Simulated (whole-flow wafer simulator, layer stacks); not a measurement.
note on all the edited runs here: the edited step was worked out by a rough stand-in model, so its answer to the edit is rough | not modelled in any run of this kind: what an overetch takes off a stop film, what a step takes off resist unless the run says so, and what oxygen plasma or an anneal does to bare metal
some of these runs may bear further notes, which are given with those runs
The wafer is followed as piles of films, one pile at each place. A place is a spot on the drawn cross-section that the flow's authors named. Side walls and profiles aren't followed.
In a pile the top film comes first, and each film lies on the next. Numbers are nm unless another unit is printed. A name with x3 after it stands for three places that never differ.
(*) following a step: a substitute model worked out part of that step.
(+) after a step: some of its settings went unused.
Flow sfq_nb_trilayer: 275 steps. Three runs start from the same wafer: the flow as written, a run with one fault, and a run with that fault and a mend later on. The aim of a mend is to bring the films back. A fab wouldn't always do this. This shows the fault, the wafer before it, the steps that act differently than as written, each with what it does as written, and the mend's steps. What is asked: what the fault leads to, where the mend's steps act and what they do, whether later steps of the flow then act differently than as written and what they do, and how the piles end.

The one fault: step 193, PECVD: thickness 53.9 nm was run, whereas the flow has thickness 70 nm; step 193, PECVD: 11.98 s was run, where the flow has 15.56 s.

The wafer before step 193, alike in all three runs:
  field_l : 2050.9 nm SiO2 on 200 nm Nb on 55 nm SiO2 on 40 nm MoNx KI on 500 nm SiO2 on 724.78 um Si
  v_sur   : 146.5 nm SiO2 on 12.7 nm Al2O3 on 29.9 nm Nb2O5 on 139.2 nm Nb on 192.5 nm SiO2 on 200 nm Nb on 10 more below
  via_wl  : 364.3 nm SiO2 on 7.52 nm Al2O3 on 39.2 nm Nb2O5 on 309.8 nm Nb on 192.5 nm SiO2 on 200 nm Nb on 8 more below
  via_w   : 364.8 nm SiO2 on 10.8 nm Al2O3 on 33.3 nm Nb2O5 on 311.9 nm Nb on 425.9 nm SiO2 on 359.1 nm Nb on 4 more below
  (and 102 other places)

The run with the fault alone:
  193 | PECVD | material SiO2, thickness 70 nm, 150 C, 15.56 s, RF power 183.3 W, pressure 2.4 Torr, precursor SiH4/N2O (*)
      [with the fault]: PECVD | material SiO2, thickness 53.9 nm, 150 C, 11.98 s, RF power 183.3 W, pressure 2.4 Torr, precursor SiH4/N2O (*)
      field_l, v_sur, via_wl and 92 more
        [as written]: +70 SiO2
        [with the fault]: +53.9 SiO2
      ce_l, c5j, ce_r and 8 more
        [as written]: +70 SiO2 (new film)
        [with the fault]: +53.9 SiO2 (new film)
  Later steps of the flow acting differently than as written (11 other steps are not shown; they differ only slightly, by no more than 2% or 0.5 nm, whichever is larger):
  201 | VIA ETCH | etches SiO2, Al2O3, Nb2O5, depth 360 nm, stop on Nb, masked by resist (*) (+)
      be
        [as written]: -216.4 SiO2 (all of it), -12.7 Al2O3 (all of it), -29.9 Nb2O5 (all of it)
        [with the fault]: -200.3 SiO2 (all of it), -12.7 Al2O3 (all of it), -29.9 Nb2O5 (all of it)
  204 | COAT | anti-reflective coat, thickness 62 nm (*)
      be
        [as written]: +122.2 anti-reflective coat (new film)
        [with the fault]: +119.7 anti-reflective coat (new film)
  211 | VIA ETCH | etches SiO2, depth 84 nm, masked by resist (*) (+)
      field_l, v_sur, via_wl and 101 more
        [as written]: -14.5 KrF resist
        [with the fault]: -13.9 KrF resist
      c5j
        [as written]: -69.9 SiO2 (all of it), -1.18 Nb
        [with the fault]: -53.8 SiO2 (all of it), -2.24 Nb
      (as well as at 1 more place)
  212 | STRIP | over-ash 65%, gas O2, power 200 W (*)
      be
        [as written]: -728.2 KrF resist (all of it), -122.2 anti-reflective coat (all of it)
        [with the fault]: -717.3 KrF resist (all of it), -119.7 anti-reflective coat (all of it)
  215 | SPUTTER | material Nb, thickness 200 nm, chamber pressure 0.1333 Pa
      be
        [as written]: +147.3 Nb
        [with the fault]: +151 Nb
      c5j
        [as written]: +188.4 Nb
        [with the fault]: +193.1 Nb
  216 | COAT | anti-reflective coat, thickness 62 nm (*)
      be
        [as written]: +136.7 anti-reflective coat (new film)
        [with the fault]: +133.7 anti-reflective coat (new film)
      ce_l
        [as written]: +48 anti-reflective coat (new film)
        [with the fault]: +52 anti-reflective coat (new film)
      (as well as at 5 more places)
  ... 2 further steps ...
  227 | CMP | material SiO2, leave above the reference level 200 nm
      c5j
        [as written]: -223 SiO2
        [with the fault]: -228.1 SiO2
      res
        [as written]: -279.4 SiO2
        [with the fault]: -298.6 SiO2
  The piles end different from the flow's at v_sur, via_wl, via_w and 32 more by more than 2% or 0.5 nm, whichever is larger.
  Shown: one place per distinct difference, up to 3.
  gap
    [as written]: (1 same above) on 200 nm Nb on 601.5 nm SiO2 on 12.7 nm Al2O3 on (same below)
    [with the fault]: (1 same above) on 200 nm Nb on 585.4 nm SiO2 on 12.7 nm Al2O3 on (same below)
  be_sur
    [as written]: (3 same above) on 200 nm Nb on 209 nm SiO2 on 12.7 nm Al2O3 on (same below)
    [with the fault]: (3 same above) on 200 nm Nb on 192.9 nm SiO2 on 12.7 nm Al2O3 on (same below)
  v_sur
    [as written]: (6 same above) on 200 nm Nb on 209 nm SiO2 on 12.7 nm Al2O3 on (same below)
    [with the fault]: (6 same above) on 200 nm Nb on 192.9 nm SiO2 on 12.7 nm Al2O3 on (same below)

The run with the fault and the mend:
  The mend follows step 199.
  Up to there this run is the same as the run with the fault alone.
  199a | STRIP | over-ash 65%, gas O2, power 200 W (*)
      p4_fl x3, p4_w1 x9, p4_g1 x2 and 33 more
        -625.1 KrF resist (all of it), -62 anti-reflective coat (all of it)
      wl_b_m5, wl_b_sr, wl_c_sl and 12 more
        -625 KrF resist (all of it), -62 anti-reflective coat (all of it)
      v_sur, via_wl, via_w
        -625.7 KrF resist (all of it), -62.2 anti-reflective coat (all of it)
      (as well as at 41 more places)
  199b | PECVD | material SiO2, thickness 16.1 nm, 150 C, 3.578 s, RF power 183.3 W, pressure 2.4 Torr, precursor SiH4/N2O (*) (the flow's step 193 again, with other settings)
      field_l, v_sur, via_wl and 103 more
        +16.1 SiO2
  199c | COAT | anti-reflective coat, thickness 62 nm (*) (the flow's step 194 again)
      p4_fl x3, p4_w1 x9, p4_g1 x2 and 50 more
        +62 anti-reflective coat (new film)
      via_wr, via_sp, via_v, wire, lsp_r, l0_sur, l0v
        +62.3 anti-reflective coat (new film)
      be, be_sur, gap, lsp_m, ln_m6
        +62.4 anti-reflective coat (new film)
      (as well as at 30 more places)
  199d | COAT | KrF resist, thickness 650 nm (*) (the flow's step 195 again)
      p4_fl x3, p4_w1 x9, p4_g1 x2 and 33 more
        +650 KrF resist (new film)
      wl_b_m5, wl_b_sr, wl_c_sl and 12 more
        +649.9 KrF resist (new film)
      v_sur, via_wl, via_w
        +650.6 KrF resist (new film)
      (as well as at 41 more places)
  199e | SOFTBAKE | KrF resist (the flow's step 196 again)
      alters no film at any place that is followed
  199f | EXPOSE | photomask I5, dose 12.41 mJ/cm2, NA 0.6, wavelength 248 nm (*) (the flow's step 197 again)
      alters no film at any place that is followed
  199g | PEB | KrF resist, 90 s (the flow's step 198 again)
      field_l, v_sur, via_wl and 87 more
        -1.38 KrF resist
      jj_sur, ce_l, sp_r, moat, field_r, wl_jj
        -1.39 KrF resist
      be_r, r_sur, res, r_end
        -1.33 KrF resist
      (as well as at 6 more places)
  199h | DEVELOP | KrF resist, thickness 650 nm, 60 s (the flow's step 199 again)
      field_l, v_sur, via_wl and 102 more
        -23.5 KrF resist
      be
        -649.8 KrF resist (all of it)
  Later steps of the flow that are run all act as written at every place that is followed, up to a difference of at most 2% or 0.5 nm, whichever is larger.
  At every place that both follow, the piles at the end match the flow's.
